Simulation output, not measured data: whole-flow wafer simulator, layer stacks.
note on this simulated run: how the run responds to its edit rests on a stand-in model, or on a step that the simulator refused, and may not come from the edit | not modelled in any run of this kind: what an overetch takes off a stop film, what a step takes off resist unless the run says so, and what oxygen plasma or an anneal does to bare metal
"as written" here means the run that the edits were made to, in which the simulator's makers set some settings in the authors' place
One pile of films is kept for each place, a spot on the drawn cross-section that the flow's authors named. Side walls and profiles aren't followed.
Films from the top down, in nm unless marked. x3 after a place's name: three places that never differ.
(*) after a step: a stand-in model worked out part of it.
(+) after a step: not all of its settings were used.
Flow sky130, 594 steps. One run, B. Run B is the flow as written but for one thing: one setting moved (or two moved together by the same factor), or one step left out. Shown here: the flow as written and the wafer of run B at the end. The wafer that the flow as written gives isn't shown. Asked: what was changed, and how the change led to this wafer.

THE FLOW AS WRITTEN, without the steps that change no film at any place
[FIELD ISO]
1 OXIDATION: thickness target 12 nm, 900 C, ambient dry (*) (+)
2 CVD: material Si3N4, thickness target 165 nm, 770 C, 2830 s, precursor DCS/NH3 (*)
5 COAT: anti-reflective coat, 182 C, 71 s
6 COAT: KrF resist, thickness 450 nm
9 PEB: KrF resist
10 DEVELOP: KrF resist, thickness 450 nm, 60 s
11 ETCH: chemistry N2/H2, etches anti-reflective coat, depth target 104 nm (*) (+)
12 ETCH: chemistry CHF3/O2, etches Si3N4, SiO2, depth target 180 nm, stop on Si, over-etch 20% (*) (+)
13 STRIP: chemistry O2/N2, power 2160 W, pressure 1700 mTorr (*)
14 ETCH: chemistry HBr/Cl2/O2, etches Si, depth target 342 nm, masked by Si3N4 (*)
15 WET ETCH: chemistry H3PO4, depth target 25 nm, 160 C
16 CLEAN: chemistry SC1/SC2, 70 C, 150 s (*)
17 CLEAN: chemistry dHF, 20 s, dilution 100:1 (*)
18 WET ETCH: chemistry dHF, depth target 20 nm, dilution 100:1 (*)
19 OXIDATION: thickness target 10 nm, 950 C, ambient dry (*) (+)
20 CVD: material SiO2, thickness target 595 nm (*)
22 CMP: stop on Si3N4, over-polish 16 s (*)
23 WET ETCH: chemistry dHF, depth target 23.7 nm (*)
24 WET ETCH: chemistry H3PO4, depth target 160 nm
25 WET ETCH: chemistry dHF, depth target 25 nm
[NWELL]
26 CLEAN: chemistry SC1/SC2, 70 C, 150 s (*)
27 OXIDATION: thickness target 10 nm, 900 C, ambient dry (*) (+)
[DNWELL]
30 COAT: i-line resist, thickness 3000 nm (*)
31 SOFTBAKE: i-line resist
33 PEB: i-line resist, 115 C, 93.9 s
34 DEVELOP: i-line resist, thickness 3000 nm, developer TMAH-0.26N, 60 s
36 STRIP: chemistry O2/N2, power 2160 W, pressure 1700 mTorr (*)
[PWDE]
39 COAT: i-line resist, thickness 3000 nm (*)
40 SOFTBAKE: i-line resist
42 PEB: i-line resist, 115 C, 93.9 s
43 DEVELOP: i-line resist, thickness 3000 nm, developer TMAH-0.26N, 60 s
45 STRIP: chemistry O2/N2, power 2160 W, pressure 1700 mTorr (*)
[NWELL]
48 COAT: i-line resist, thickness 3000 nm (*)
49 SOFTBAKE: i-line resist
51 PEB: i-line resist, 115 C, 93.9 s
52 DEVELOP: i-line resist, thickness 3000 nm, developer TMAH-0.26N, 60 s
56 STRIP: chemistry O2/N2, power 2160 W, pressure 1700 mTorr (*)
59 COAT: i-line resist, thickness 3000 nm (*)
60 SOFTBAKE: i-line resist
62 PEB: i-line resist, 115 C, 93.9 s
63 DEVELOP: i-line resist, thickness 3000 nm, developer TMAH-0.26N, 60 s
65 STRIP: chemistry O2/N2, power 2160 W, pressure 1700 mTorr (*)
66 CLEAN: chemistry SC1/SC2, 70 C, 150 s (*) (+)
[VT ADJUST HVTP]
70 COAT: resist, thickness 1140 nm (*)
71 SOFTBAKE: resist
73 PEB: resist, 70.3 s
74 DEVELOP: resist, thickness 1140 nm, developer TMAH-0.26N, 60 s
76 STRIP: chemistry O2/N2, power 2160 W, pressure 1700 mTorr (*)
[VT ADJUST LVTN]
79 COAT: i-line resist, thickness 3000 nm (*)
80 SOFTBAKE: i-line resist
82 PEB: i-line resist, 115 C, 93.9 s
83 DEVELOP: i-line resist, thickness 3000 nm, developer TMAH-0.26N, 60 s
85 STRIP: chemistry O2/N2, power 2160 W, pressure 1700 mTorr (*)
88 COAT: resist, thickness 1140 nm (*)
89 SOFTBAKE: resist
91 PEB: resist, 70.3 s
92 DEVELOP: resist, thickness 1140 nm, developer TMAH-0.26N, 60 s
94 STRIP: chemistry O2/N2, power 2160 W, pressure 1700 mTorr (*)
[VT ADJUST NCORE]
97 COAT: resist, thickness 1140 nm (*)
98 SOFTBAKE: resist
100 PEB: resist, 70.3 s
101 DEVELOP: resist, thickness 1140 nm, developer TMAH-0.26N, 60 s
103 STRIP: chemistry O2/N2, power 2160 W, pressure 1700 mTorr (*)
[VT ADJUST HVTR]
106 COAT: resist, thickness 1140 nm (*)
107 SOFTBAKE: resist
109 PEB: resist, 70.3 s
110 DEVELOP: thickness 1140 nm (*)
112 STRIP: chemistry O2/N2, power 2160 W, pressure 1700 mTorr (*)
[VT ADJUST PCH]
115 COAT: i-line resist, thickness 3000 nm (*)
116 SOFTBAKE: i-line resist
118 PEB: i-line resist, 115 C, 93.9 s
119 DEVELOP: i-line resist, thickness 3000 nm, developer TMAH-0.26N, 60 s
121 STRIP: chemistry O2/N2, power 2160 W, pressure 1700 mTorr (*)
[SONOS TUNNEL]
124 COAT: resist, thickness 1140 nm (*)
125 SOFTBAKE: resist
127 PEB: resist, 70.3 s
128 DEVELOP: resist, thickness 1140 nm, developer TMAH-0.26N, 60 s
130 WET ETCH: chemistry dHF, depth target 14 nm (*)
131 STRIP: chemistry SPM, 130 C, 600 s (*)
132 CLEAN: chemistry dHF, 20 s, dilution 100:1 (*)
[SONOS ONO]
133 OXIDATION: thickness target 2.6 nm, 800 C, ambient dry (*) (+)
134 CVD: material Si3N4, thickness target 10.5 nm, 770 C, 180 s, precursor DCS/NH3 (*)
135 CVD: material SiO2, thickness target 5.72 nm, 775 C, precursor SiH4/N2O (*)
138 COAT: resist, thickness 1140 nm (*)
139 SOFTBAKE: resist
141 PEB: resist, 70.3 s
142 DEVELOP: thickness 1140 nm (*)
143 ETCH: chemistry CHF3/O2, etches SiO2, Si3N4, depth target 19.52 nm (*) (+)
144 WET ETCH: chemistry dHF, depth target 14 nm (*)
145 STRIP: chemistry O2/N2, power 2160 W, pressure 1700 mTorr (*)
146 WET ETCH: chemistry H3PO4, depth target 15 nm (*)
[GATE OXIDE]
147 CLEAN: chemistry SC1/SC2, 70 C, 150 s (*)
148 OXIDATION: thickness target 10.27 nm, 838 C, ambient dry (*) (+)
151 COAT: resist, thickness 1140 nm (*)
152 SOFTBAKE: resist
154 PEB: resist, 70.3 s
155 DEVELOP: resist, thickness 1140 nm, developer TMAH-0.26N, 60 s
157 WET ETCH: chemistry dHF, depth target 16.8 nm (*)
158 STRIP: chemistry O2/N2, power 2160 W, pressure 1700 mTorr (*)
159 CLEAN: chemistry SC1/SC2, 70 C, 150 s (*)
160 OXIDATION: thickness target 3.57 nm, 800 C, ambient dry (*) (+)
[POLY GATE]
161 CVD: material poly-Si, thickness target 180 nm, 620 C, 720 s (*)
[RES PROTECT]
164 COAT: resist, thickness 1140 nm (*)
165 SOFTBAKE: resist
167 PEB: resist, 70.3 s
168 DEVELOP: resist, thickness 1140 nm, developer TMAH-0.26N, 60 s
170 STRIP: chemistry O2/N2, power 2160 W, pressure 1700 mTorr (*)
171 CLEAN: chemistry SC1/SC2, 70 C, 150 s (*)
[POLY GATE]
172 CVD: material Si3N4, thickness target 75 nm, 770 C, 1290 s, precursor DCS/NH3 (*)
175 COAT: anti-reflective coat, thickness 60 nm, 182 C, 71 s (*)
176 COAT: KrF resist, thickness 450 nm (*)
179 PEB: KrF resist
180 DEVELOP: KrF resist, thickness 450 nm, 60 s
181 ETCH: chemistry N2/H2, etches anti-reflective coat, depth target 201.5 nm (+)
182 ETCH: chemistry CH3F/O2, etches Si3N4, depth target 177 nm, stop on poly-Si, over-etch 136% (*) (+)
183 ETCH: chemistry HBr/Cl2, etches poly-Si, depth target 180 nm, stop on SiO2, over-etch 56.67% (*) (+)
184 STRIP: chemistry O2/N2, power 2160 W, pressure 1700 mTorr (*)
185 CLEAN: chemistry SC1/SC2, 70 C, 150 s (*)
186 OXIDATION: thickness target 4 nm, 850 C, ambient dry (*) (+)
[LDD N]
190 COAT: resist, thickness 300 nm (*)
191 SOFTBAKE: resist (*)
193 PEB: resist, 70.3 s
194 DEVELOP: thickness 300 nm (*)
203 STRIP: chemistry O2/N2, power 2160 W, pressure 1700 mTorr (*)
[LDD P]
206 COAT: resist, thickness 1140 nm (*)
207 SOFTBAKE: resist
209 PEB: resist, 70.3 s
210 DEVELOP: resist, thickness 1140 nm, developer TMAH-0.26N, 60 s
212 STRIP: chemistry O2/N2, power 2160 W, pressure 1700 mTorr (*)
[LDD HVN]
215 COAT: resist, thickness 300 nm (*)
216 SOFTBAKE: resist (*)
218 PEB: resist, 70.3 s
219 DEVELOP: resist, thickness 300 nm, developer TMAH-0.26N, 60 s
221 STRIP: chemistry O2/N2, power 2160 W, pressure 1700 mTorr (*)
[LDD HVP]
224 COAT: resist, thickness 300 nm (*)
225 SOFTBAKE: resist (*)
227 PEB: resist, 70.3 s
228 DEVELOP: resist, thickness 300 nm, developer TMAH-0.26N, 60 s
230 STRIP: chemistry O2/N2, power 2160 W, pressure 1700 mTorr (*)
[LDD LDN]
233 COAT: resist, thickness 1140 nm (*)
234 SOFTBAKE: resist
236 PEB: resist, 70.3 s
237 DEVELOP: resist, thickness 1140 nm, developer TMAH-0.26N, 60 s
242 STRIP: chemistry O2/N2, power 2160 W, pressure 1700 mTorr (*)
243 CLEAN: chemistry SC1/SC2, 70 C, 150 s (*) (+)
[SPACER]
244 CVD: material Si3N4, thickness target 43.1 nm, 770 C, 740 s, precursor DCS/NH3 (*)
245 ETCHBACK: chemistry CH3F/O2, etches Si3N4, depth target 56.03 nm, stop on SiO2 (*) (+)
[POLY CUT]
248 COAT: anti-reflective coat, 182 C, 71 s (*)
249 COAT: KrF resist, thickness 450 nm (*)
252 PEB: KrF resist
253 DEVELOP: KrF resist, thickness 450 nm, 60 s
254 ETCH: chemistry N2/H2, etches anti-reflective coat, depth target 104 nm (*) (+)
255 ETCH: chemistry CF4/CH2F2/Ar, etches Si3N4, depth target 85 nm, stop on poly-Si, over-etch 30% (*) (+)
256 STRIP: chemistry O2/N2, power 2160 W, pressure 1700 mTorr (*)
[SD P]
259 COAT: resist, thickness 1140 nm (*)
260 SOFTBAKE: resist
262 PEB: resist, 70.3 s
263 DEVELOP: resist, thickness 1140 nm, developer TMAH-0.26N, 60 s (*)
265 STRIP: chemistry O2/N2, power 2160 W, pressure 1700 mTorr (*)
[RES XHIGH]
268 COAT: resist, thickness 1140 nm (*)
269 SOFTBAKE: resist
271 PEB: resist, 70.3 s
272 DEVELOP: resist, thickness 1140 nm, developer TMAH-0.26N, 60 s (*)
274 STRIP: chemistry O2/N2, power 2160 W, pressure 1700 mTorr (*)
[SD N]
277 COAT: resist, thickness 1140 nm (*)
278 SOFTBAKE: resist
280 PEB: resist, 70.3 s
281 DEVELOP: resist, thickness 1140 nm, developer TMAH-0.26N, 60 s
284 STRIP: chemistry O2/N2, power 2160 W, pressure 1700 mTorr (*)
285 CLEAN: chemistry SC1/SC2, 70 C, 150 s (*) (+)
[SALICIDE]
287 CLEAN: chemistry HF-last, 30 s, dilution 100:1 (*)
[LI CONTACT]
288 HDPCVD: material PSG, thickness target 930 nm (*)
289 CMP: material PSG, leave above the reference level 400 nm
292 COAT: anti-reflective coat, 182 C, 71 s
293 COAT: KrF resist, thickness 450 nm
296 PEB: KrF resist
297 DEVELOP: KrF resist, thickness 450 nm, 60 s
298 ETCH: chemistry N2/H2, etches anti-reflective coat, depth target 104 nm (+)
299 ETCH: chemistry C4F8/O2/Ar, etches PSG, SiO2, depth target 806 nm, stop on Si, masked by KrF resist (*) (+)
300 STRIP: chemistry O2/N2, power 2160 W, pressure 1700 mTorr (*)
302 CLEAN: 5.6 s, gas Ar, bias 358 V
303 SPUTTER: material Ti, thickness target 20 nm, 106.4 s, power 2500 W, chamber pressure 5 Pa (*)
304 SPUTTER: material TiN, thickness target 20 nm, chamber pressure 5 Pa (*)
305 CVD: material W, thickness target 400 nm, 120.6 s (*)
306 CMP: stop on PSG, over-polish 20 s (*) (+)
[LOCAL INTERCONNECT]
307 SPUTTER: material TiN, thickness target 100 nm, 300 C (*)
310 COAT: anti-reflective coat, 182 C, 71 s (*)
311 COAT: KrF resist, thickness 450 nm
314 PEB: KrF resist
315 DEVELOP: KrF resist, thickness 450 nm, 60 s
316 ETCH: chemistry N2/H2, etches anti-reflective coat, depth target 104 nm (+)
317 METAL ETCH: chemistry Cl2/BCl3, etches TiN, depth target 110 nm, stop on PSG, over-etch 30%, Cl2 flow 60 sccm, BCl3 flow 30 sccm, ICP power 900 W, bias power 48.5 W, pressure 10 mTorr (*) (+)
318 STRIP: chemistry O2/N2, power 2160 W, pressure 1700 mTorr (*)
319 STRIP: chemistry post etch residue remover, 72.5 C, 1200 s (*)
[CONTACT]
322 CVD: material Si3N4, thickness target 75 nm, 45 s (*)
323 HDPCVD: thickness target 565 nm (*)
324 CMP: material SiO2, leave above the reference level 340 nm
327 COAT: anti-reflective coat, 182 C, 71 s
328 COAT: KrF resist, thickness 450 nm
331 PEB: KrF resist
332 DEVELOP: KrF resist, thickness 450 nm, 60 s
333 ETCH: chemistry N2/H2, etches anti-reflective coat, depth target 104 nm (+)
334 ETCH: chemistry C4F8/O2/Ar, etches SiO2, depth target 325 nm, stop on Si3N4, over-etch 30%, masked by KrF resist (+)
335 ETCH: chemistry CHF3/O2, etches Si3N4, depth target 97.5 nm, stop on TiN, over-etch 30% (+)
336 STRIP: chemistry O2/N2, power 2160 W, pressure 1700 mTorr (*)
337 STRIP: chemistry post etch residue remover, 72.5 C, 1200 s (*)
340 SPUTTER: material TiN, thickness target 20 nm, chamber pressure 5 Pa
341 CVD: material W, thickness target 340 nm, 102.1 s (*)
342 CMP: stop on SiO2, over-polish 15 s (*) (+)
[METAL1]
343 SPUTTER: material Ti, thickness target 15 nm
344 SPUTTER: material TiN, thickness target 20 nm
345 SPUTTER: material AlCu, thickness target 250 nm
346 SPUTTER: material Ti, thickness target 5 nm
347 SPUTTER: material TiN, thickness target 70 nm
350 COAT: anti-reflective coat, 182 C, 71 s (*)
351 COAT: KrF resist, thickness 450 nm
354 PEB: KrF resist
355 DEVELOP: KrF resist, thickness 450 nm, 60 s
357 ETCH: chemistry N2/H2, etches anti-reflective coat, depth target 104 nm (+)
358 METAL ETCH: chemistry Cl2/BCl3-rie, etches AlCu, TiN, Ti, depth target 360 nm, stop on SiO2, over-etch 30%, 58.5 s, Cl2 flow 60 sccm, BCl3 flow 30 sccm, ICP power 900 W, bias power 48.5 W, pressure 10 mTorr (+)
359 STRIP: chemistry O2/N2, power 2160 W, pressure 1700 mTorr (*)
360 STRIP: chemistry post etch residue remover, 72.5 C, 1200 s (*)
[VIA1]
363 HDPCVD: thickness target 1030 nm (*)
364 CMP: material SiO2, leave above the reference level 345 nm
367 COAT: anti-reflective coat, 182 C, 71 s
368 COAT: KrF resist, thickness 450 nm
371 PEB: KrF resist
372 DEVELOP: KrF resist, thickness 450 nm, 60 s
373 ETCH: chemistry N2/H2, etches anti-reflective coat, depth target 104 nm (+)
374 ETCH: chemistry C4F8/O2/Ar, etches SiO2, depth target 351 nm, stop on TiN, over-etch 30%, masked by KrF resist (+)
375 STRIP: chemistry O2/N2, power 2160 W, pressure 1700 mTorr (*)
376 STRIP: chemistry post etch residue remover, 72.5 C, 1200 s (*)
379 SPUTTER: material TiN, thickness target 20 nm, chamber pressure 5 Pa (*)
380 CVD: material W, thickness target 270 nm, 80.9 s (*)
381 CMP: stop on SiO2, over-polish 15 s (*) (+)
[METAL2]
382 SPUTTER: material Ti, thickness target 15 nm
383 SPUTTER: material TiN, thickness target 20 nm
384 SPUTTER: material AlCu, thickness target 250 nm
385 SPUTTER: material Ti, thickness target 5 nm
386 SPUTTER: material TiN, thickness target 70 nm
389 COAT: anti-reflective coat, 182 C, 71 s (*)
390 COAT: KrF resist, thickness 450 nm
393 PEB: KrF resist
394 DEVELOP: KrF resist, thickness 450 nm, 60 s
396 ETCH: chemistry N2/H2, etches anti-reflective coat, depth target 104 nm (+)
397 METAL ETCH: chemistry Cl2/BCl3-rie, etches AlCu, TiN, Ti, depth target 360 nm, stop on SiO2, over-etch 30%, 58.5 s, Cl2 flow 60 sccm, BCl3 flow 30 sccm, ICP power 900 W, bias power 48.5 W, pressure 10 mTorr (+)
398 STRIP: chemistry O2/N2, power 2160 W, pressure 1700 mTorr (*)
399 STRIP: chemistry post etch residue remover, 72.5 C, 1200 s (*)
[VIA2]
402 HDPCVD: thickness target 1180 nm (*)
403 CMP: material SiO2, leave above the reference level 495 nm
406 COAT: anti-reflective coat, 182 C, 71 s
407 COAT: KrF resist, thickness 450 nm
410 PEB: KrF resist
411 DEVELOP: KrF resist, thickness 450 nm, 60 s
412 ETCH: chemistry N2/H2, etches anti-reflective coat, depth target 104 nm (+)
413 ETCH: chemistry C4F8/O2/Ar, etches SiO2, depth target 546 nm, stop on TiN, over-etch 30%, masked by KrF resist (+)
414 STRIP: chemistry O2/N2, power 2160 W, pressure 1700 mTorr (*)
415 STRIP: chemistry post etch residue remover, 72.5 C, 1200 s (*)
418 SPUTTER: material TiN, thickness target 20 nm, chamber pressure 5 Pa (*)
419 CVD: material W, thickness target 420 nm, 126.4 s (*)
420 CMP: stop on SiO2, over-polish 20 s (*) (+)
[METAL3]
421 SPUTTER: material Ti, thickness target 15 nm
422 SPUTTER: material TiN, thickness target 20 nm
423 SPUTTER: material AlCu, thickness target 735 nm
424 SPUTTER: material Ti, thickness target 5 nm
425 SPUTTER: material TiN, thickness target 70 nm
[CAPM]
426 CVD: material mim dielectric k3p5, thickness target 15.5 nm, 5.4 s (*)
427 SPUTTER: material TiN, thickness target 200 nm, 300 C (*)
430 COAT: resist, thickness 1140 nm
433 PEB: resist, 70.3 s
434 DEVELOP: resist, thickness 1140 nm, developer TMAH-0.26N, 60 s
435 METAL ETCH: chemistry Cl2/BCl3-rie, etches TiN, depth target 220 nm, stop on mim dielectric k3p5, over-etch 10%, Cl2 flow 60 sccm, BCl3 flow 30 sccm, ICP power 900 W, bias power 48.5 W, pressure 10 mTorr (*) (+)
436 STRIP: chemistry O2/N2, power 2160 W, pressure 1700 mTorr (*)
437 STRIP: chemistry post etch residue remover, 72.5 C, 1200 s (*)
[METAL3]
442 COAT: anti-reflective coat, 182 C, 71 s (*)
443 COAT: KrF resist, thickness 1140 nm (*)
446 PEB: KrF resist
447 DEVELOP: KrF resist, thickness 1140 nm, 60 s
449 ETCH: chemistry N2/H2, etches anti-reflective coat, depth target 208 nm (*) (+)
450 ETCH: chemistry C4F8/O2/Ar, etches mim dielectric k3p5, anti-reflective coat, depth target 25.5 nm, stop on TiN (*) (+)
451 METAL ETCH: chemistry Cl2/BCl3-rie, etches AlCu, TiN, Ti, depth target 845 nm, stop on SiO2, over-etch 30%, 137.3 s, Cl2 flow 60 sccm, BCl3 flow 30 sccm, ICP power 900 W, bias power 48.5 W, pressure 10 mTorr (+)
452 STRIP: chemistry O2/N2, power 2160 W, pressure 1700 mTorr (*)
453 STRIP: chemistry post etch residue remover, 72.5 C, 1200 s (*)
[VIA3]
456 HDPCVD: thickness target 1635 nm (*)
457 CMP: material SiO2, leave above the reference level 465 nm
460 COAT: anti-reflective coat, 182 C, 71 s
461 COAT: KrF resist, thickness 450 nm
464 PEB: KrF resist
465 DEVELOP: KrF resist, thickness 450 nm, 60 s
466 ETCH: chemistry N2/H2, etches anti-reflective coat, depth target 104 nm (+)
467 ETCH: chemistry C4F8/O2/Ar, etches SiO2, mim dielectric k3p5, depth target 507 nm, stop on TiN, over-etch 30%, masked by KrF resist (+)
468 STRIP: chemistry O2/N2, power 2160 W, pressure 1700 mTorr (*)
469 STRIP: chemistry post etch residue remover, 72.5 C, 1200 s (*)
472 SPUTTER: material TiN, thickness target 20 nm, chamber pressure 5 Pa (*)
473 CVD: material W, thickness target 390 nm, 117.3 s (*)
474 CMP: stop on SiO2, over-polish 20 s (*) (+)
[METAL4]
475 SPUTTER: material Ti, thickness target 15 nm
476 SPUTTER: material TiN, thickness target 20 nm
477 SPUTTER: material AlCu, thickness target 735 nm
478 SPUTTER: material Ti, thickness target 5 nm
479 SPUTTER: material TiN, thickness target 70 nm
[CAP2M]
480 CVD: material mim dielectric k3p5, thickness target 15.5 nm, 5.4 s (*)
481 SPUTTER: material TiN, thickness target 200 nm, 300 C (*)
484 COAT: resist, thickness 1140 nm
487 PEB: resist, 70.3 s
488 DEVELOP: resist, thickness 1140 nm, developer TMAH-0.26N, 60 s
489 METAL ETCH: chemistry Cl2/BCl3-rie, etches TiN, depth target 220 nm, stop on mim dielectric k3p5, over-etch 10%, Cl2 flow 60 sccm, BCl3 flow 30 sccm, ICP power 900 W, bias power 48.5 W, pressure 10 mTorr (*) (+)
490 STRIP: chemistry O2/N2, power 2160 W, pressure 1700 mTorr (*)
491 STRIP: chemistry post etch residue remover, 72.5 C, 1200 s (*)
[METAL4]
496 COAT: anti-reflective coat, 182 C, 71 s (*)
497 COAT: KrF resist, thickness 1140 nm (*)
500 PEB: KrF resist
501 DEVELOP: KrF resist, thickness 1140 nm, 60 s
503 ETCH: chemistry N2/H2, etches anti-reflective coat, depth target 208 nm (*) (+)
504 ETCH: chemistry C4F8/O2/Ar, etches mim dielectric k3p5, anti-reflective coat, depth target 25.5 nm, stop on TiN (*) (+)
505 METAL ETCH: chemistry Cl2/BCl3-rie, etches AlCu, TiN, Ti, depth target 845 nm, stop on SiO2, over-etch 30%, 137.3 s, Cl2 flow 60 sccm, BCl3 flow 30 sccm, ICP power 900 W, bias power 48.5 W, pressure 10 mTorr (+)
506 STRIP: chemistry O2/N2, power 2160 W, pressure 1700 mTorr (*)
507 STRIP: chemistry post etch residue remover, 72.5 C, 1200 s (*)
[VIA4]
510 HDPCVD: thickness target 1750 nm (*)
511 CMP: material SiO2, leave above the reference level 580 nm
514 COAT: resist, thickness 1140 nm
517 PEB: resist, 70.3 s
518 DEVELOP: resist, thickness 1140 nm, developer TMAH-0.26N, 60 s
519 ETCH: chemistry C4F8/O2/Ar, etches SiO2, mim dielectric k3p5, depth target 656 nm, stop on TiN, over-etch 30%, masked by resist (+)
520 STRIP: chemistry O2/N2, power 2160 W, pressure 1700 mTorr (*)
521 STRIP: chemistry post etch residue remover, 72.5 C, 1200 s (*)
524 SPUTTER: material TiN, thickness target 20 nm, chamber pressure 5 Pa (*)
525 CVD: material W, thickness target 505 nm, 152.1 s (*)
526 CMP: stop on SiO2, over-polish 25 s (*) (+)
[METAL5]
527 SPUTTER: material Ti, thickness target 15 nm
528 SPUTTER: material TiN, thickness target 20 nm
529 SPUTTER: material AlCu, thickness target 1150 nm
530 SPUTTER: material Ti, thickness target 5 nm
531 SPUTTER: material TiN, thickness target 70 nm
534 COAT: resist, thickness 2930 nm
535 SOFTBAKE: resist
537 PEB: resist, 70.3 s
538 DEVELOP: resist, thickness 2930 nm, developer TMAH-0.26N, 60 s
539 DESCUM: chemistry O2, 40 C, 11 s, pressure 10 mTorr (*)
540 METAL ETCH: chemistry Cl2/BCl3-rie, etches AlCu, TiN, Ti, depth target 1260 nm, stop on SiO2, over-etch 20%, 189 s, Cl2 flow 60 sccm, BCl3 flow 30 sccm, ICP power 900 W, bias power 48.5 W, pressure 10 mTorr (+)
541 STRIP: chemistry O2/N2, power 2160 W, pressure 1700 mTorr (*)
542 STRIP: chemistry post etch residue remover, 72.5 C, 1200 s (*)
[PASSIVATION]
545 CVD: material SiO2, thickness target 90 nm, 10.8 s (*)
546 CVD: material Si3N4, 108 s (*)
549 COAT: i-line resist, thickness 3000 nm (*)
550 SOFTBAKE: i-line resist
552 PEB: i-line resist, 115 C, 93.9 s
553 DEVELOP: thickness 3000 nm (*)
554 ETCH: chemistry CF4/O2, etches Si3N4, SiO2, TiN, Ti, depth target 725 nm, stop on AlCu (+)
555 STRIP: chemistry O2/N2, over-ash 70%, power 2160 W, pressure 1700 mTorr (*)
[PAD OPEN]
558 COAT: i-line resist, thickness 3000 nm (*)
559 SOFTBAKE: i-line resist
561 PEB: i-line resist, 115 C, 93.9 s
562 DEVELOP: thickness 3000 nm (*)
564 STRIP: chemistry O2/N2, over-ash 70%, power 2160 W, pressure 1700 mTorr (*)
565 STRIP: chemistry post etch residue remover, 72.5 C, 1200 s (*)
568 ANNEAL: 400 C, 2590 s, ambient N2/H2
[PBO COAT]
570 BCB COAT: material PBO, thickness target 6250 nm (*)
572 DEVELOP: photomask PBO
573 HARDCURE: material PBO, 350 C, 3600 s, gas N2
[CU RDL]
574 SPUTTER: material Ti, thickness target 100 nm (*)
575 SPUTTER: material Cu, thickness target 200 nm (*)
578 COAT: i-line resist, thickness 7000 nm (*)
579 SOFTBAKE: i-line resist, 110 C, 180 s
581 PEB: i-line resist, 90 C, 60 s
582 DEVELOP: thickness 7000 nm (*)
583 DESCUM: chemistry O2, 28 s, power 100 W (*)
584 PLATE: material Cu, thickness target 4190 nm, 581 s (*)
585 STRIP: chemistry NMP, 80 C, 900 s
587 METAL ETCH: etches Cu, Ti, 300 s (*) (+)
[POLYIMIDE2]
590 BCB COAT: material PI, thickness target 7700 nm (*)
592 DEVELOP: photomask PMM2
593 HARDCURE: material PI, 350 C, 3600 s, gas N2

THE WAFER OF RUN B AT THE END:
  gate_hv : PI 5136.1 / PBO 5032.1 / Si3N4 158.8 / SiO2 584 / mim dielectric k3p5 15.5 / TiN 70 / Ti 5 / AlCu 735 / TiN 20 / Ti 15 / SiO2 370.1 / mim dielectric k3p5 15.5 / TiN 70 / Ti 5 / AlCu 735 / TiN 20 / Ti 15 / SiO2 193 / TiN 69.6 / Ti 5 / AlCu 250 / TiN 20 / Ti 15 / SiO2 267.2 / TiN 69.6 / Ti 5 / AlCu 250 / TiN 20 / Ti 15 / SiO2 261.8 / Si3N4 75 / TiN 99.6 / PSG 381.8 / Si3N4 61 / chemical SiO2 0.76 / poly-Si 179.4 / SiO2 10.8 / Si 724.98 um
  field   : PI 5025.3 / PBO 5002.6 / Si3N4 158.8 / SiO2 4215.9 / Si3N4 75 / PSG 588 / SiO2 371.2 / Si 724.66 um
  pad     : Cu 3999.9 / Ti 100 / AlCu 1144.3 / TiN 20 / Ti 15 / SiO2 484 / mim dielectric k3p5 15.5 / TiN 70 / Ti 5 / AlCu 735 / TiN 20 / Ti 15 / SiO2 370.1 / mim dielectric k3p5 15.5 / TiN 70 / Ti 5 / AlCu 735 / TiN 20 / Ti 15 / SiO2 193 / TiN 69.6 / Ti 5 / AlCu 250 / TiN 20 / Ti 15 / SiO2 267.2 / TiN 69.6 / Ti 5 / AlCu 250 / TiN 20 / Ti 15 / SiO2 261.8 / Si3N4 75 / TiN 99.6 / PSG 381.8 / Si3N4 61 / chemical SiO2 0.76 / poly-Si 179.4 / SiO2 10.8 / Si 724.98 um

The cause: step 403, CMP: leave above the reference level 272 nm was run, where the flow has leave above the reference level 495 nm.

How the change led to this, step by step:
  403 CMP: material SiO2, leave above the reference level 495 nm
      n_well, p_well, gate_hv and 101 more: SiO2 -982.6 (as written it would be: SiO2 -759.6)
      field, active, gate and 82 more: SiO2 -612.1 (as written it would be: SiO2 -389.1)
      (and at 2 more places)
  413 ETCH: chemistry C4F8/O2/Ar, etches SiO2, depth target 546 nm, stop on TiN, over-etch 30%, masked by KrF resist (+)
      field, active, n_well and 186 more: KrF resist -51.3 (as written it would be: KrF resist -109.2)
      m1: SiO2 -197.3 (all of it) (as written it would be: SiO2 -420.3 (all of it))
      (and at 1 more place)
  414 STRIP: chemistry O2/N2, power 2160 W, pressure 1700 mTorr (*)
      field, active, n_well and 186 more: KrF resist -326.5 (all of it), anti-reflective coat -80 (all of it) (as written it would be: KrF resist -268.6 (all of it), anti-reflective coat -80 (all of it))
  418 SPUTTER: material TiN, thickness target 20 nm, chamber pressure 5 Pa (*)
      m1, via2_hole: TiN +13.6 (as written it would be: TiN +10.2)
  419 CVD: material W, thickness target 420 nm, 126.4 s (*)
      m1: W +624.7 (new film) (as written it would be: W +851.1 (new film))
      via2_hole: W +624.2 (new film) (as written it would be: W +850.7 (new film))
